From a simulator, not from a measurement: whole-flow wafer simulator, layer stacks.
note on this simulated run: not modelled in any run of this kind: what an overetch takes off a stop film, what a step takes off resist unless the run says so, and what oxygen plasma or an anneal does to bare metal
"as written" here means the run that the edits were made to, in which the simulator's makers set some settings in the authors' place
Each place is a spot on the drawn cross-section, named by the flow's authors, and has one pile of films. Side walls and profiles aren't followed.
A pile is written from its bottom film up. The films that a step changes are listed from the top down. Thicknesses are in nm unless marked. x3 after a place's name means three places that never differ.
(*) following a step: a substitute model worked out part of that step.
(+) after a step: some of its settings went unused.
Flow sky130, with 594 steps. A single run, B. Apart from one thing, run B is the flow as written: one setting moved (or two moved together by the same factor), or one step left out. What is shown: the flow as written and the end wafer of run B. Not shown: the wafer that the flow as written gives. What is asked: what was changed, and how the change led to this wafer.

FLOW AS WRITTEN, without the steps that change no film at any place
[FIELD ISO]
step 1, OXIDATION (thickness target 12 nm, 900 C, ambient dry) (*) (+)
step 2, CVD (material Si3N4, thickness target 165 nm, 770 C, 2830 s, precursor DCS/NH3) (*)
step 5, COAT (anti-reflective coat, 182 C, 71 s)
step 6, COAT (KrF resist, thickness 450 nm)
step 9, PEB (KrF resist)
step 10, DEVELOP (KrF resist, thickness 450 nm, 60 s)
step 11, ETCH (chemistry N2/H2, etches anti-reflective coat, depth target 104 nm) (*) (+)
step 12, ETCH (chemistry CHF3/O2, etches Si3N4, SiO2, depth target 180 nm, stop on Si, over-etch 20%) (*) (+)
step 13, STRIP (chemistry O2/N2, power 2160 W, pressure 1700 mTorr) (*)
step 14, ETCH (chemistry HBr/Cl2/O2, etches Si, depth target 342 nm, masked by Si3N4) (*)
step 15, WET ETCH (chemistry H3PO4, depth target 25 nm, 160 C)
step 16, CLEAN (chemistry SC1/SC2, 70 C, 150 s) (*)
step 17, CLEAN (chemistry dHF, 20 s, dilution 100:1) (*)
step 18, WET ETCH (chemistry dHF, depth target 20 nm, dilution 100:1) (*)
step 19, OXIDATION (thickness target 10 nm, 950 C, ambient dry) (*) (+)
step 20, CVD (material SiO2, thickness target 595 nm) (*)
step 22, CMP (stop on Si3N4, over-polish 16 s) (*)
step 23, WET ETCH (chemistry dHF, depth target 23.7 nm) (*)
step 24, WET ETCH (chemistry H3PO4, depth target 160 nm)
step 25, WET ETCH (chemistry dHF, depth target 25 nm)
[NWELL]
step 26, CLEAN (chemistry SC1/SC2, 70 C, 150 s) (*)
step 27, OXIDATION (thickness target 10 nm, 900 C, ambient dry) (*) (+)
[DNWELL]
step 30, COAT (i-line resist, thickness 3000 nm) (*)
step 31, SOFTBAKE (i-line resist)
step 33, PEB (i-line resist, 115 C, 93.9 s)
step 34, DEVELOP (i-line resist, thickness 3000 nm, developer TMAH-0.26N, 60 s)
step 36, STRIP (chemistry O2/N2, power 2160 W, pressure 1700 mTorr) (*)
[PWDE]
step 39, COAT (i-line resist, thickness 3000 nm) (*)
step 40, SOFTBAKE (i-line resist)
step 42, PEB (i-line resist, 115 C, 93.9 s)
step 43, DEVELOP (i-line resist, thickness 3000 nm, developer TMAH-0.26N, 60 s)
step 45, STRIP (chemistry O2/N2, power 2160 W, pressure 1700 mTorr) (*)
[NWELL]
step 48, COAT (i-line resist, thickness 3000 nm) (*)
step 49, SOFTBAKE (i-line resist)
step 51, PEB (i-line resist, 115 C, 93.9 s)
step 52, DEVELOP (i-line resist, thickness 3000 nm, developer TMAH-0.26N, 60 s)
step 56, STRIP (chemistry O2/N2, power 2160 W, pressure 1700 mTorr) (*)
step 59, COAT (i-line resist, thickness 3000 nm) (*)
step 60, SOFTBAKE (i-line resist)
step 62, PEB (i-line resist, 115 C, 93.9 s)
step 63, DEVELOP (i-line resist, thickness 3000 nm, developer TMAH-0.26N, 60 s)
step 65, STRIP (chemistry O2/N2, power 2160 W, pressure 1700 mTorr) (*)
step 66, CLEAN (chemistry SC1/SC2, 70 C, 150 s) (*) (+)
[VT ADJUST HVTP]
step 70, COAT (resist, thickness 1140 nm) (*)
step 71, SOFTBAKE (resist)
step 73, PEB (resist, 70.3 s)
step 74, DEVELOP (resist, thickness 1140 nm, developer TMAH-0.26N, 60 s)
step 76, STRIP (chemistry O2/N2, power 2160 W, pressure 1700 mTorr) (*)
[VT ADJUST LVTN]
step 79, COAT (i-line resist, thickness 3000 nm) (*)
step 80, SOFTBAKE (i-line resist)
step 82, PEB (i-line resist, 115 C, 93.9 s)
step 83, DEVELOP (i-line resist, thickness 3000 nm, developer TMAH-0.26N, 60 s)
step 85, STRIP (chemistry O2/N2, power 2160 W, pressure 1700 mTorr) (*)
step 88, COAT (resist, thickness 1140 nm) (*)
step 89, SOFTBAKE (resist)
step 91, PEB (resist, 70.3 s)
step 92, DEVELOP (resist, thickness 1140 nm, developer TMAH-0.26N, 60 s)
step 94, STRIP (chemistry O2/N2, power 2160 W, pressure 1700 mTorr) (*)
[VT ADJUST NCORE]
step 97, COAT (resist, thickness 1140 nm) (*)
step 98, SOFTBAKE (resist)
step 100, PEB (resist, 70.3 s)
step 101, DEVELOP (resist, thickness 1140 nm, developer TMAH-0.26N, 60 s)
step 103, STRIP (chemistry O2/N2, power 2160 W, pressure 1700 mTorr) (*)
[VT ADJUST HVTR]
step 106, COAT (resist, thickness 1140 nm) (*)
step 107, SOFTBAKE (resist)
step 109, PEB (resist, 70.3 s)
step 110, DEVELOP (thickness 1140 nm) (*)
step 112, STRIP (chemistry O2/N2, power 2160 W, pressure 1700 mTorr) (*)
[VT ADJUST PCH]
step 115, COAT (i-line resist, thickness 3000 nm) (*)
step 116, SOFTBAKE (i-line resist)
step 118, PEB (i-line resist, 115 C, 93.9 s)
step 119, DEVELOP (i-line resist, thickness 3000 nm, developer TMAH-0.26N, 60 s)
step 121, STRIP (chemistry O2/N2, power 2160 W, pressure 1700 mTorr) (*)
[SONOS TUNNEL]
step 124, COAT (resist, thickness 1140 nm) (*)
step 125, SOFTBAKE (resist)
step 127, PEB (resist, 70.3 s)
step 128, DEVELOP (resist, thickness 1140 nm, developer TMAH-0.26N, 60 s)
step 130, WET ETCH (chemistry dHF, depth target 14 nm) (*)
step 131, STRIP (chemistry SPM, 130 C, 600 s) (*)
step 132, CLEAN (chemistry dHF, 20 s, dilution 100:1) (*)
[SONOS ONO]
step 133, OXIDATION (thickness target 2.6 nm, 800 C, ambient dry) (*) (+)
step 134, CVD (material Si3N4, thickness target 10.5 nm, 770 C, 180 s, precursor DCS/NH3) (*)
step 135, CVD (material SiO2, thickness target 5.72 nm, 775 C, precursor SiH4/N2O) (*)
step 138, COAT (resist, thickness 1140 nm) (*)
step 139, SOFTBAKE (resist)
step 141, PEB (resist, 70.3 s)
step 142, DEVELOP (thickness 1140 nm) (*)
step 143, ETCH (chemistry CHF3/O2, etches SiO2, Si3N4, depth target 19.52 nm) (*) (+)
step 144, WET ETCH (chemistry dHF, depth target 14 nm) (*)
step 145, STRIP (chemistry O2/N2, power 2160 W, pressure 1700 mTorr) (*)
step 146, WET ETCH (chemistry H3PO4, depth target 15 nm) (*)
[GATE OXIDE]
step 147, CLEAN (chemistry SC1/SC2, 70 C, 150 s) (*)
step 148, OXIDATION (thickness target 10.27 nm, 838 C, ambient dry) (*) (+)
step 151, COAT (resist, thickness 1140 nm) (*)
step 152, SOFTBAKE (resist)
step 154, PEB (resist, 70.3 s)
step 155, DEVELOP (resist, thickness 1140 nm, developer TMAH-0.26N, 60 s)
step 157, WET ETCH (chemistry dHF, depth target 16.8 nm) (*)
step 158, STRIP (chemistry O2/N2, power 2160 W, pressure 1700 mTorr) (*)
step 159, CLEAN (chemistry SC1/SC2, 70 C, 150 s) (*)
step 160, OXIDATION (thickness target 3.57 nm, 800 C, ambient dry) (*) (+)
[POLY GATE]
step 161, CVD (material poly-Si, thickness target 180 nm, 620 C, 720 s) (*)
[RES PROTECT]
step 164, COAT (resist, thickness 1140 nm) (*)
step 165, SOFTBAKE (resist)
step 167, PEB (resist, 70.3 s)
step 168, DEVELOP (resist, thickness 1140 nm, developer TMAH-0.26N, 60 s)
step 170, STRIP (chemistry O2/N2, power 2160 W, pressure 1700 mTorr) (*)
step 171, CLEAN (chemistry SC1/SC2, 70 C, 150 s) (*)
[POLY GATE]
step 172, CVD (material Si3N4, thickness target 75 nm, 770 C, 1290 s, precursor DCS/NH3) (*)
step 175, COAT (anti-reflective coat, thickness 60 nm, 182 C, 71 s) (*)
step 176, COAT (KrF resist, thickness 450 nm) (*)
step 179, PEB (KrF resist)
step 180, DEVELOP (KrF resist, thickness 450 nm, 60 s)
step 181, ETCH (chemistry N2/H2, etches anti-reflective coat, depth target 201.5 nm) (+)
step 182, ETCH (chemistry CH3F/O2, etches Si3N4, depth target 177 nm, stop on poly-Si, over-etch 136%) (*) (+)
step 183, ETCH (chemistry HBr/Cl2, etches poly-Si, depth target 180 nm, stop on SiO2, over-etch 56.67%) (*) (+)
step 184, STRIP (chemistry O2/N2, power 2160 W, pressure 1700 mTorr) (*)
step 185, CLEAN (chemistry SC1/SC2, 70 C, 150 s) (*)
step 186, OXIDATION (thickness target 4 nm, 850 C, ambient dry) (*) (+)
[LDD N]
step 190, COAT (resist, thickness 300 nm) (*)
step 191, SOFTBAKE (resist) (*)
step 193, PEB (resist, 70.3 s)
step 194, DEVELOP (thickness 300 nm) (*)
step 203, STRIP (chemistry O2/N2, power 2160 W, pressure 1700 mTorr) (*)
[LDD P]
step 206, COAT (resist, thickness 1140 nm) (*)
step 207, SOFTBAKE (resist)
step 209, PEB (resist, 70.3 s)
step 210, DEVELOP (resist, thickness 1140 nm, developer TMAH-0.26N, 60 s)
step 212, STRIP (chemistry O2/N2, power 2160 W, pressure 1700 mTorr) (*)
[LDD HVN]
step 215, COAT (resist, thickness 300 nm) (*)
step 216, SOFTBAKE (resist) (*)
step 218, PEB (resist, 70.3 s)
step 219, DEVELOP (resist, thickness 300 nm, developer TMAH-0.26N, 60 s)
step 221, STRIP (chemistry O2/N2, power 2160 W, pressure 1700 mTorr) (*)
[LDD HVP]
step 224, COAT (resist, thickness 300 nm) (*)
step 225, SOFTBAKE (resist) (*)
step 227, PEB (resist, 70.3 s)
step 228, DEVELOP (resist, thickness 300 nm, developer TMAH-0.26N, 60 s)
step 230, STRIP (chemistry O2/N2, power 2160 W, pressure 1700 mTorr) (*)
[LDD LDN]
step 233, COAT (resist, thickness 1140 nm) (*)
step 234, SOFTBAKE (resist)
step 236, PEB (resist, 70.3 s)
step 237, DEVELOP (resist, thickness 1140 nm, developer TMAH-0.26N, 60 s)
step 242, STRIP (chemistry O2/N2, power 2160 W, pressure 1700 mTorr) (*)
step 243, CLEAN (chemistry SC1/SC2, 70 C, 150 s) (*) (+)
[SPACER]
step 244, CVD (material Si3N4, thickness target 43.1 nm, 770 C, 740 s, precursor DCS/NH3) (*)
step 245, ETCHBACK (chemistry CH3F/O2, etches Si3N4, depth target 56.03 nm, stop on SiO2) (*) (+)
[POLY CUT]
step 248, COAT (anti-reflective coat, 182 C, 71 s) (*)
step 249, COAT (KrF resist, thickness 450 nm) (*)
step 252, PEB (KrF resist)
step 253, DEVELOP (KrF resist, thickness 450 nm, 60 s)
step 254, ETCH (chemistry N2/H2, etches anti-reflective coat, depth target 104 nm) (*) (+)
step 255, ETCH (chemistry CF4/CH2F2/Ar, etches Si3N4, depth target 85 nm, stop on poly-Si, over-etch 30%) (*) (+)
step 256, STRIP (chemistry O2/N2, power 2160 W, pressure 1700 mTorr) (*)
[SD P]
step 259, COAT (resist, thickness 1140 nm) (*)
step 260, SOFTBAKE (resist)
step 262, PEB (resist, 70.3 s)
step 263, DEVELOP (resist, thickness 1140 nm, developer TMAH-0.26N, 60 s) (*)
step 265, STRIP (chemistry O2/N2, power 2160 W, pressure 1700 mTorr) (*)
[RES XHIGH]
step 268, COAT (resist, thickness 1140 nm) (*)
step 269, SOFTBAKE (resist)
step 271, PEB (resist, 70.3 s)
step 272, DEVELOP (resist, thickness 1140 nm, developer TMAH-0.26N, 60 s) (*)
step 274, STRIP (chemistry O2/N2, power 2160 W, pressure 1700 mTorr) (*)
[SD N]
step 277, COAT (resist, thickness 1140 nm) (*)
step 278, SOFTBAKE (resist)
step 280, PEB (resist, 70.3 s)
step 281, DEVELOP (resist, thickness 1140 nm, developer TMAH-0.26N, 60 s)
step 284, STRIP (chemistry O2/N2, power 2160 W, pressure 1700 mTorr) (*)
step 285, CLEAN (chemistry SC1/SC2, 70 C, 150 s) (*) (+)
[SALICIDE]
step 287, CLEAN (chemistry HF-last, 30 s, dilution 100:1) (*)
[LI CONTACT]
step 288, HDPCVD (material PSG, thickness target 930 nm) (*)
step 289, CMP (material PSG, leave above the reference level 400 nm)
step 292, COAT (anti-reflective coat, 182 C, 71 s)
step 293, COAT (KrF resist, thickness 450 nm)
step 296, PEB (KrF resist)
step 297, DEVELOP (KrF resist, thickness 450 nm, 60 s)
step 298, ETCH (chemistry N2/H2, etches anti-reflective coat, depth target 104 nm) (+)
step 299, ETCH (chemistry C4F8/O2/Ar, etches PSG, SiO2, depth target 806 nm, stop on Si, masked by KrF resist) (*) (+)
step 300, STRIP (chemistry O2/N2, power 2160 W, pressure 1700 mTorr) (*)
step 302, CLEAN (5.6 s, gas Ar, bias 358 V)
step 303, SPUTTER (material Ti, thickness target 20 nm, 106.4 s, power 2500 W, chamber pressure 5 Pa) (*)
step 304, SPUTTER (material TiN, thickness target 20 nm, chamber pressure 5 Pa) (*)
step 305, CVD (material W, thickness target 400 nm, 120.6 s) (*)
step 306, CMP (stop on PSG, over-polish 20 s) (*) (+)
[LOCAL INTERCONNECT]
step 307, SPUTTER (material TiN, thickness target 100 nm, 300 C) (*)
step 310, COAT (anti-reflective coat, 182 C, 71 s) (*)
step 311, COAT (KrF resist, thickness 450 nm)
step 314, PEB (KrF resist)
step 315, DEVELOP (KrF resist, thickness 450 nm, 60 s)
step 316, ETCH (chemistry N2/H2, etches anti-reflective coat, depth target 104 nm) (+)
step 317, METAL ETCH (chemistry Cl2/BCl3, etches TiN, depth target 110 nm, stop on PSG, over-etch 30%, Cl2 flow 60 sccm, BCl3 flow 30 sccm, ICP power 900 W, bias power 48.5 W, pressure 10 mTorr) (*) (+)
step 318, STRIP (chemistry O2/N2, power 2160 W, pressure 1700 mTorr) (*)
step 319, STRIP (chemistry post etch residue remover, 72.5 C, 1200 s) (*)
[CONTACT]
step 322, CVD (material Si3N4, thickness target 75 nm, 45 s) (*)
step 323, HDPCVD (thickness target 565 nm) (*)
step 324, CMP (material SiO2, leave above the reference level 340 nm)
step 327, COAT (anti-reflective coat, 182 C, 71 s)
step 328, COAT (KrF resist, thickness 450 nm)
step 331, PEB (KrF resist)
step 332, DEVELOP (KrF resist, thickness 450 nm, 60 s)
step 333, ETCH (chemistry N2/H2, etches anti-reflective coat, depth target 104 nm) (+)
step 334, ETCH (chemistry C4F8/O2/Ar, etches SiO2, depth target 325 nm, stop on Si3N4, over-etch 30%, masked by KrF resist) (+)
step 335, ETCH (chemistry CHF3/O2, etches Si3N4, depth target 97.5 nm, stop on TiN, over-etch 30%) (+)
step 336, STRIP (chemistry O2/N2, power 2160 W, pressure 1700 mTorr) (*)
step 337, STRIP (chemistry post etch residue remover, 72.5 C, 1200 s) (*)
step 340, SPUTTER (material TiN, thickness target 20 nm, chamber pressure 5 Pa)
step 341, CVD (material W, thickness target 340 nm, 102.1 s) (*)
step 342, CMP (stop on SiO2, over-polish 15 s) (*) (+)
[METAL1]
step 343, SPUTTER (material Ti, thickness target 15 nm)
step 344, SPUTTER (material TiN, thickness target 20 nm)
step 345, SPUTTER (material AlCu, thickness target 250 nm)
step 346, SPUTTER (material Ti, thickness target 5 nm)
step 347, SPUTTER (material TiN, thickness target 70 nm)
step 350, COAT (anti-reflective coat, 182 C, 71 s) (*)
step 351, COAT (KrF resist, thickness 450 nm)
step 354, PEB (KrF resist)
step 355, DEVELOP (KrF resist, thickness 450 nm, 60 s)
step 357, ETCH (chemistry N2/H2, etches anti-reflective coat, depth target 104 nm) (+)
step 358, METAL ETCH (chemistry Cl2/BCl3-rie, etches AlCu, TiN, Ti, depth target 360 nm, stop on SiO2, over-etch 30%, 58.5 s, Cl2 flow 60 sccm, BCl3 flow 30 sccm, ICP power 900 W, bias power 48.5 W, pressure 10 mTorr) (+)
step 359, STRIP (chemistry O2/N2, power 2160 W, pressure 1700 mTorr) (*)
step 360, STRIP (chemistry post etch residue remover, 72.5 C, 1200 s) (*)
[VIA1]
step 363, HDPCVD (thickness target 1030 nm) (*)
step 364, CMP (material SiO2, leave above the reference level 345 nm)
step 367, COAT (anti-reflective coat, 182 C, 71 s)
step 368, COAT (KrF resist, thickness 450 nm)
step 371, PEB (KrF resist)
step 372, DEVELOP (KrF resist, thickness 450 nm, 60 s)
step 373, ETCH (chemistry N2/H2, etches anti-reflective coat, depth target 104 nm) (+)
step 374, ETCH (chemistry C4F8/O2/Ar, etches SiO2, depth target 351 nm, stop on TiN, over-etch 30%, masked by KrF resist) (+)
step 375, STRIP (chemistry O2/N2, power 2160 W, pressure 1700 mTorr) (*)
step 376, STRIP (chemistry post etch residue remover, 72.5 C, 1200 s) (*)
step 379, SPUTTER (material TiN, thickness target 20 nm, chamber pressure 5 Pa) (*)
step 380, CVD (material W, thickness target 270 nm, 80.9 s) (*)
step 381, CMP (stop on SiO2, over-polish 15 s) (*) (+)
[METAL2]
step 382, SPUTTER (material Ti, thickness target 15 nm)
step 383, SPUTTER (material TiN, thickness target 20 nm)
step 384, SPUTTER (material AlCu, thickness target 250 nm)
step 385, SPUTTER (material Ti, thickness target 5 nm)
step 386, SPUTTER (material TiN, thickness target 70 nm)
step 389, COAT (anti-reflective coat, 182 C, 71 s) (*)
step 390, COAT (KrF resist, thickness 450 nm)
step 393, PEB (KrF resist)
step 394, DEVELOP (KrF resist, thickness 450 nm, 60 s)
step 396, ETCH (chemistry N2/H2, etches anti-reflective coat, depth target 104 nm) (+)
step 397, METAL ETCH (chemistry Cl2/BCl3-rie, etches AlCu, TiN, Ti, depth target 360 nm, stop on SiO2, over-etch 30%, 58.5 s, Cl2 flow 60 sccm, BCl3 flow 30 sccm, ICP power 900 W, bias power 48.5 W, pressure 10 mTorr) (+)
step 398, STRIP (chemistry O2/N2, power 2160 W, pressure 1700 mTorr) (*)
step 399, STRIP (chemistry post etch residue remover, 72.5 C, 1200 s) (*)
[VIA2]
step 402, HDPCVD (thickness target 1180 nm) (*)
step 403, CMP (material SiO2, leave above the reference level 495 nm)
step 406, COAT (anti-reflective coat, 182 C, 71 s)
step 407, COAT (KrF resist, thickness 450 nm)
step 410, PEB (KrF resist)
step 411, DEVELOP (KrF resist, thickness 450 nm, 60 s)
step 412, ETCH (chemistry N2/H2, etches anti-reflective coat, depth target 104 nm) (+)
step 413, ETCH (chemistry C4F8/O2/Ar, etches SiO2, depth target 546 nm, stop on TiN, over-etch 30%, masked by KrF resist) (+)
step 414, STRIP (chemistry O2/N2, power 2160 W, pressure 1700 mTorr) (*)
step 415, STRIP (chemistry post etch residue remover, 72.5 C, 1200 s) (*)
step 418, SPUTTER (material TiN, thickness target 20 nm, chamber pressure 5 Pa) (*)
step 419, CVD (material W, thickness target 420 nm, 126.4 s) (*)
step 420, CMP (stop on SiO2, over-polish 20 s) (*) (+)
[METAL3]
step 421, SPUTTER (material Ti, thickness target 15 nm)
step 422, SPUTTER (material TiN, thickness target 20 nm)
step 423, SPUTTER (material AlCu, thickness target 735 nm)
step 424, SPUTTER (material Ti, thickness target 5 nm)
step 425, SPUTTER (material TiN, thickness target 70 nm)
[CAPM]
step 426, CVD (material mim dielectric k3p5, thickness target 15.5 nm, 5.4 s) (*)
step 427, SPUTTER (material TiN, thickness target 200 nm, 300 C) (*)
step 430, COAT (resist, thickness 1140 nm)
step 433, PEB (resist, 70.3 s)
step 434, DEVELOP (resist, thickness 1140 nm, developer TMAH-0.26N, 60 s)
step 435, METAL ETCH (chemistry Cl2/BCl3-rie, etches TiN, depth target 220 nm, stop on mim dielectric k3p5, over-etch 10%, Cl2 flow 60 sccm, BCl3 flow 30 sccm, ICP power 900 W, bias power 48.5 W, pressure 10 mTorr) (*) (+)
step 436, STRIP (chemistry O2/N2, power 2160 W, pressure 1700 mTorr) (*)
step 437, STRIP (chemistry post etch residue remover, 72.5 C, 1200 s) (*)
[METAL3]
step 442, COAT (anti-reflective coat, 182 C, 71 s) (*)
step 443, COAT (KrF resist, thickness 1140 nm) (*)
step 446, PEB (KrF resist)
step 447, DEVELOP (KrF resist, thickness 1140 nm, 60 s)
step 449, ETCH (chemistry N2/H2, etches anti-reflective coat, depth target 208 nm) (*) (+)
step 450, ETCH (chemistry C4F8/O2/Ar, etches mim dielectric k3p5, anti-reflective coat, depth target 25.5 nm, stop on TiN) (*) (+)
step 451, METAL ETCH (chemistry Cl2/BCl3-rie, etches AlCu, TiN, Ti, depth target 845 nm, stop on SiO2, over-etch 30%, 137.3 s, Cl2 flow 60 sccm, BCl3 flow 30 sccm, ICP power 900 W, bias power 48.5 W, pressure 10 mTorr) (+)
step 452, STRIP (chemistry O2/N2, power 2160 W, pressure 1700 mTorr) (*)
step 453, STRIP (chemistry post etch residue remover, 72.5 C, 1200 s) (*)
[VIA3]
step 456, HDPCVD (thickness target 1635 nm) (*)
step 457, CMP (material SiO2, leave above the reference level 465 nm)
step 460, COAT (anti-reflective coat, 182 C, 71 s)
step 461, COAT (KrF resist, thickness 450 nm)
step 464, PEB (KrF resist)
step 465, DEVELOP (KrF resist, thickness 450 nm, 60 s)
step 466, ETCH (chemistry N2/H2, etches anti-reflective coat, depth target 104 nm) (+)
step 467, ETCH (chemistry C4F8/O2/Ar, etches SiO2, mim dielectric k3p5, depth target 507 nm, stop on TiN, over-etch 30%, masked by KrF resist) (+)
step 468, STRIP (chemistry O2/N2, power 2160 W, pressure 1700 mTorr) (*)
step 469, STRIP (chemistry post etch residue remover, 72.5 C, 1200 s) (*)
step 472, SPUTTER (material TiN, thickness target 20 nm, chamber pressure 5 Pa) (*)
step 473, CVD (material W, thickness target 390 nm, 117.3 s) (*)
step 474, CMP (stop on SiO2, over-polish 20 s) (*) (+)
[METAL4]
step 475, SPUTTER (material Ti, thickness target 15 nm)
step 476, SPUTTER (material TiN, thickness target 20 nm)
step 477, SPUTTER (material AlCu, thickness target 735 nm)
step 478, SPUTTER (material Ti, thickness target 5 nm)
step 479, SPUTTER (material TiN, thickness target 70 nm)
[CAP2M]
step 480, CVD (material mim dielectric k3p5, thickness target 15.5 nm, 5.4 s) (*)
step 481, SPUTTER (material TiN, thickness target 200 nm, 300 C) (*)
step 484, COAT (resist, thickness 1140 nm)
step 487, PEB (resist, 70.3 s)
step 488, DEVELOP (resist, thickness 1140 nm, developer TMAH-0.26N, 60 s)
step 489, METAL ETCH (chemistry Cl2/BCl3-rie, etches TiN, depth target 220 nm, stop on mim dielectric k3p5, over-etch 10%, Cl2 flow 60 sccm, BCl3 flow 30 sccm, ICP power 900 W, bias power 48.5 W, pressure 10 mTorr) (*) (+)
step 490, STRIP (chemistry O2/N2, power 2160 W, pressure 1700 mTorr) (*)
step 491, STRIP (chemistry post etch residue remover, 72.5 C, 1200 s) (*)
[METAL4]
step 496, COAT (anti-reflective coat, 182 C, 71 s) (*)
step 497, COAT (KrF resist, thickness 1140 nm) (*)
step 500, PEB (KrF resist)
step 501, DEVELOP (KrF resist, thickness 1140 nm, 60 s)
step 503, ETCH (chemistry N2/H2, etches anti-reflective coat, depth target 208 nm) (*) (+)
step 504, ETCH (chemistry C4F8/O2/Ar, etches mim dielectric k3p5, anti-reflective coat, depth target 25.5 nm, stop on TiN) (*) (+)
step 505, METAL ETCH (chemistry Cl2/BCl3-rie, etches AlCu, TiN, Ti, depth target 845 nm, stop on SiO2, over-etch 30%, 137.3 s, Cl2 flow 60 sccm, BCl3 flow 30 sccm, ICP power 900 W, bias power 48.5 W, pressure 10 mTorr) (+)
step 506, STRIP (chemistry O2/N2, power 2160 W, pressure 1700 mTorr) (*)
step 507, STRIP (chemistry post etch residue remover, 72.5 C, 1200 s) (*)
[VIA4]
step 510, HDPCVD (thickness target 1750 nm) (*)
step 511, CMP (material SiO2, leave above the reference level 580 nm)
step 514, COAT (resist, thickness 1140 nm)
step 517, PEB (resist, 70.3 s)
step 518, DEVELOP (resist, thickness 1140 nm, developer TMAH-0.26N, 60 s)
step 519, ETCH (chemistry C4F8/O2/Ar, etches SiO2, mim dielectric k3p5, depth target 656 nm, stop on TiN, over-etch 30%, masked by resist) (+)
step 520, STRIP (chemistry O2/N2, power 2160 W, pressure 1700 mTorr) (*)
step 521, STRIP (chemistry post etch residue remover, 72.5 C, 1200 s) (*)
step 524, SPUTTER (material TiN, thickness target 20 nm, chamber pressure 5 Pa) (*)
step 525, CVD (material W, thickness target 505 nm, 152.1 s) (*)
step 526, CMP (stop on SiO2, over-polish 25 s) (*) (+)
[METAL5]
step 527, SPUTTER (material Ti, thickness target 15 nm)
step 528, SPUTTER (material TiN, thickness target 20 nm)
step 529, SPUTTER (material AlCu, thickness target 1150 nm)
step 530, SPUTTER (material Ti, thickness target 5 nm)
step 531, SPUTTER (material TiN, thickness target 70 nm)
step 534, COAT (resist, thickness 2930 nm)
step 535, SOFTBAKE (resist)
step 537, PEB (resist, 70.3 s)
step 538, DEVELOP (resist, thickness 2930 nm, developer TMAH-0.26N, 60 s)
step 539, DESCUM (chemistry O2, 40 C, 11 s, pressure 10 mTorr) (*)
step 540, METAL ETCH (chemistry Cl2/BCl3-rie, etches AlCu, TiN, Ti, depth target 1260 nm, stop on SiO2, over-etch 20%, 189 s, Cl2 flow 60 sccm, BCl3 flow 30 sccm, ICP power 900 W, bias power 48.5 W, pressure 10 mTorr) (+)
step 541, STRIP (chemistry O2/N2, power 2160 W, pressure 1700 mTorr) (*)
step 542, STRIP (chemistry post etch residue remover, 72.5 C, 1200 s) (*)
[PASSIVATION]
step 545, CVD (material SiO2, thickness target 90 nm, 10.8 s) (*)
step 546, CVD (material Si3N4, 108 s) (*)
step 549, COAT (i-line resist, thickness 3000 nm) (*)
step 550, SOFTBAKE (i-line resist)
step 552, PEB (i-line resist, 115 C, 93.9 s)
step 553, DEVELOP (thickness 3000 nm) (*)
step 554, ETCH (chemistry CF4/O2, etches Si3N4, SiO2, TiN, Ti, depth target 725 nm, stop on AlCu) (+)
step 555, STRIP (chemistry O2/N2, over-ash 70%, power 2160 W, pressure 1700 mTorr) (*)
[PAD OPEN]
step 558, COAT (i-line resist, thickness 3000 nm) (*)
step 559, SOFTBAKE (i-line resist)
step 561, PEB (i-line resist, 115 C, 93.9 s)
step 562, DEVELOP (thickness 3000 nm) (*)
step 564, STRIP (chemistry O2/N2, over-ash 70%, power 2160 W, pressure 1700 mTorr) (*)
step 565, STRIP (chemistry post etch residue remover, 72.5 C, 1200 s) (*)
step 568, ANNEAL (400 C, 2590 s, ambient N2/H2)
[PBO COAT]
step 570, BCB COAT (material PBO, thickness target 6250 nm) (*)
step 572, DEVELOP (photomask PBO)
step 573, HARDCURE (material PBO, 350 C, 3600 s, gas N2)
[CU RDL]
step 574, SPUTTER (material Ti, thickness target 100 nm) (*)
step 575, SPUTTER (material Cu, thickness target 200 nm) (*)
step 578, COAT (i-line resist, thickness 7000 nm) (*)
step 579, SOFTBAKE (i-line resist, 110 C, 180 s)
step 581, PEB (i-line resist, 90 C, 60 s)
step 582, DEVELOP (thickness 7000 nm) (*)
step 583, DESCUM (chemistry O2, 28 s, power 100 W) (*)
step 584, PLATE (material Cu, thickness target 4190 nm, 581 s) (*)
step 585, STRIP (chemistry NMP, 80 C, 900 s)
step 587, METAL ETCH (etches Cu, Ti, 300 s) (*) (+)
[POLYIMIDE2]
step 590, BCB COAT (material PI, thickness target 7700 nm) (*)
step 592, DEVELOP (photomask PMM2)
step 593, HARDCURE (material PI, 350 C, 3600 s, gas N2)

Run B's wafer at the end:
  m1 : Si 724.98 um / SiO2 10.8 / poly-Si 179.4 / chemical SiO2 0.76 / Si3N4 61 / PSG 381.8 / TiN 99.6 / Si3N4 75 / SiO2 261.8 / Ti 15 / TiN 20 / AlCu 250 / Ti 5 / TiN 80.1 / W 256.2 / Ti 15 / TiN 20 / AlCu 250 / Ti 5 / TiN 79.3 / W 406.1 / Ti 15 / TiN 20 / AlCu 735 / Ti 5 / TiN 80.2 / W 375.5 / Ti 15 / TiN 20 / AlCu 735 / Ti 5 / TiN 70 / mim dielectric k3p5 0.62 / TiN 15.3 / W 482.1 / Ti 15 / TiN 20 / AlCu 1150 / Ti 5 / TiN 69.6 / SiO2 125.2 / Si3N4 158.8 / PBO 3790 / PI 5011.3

The reason: step 519, ETCH: depth target 505 nm was run, whereas the flow has depth target 656 nm.

How this came from the change, step by step:
  step 519, ETCH (chemistry C4F8/O2/Ar, etches SiO2, mim dielectric k3p5, depth target 656 nm, stop on TiN, over-etch 30%, masked by resist) (+)
      m1: SiO2 loses 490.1 (all of it), mim dielectric k3p5 loses 14.9 (in the flow as written it would be: SiO2 loses 490.1 (all of it), mim dielectric k3p5 loses 15.5 (all of it))
      field, active, n_well and 188 more: resist loses 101 (in the flow as written it would be: resist loses 131.2)
  step 520, STRIP (chemistry O2/N2, power 2160 W, pressure 1700 mTorr) (*)
      field, active, n_well and 188 more: resist loses 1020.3 (all of it) (in the flow as written it would be: resist loses 990.1 (all of it))
  step 524, SPUTTER (material TiN, thickness target 20 nm, chamber pressure 5 Pa) (*)
      m1: TiN gains 15.3 (new film) (in the flow as written it would be: TiN gains 15.3)
With metal films that touch counted as one body, m1 has 3 bodies (between them, from the top down: mim dielectric k3p5 0.62; SiO2 261.8 / Si3N4 75); the flow as written gives 2 bodies (between them, from the top down: SiO2 261.8 / Si3N4 75).
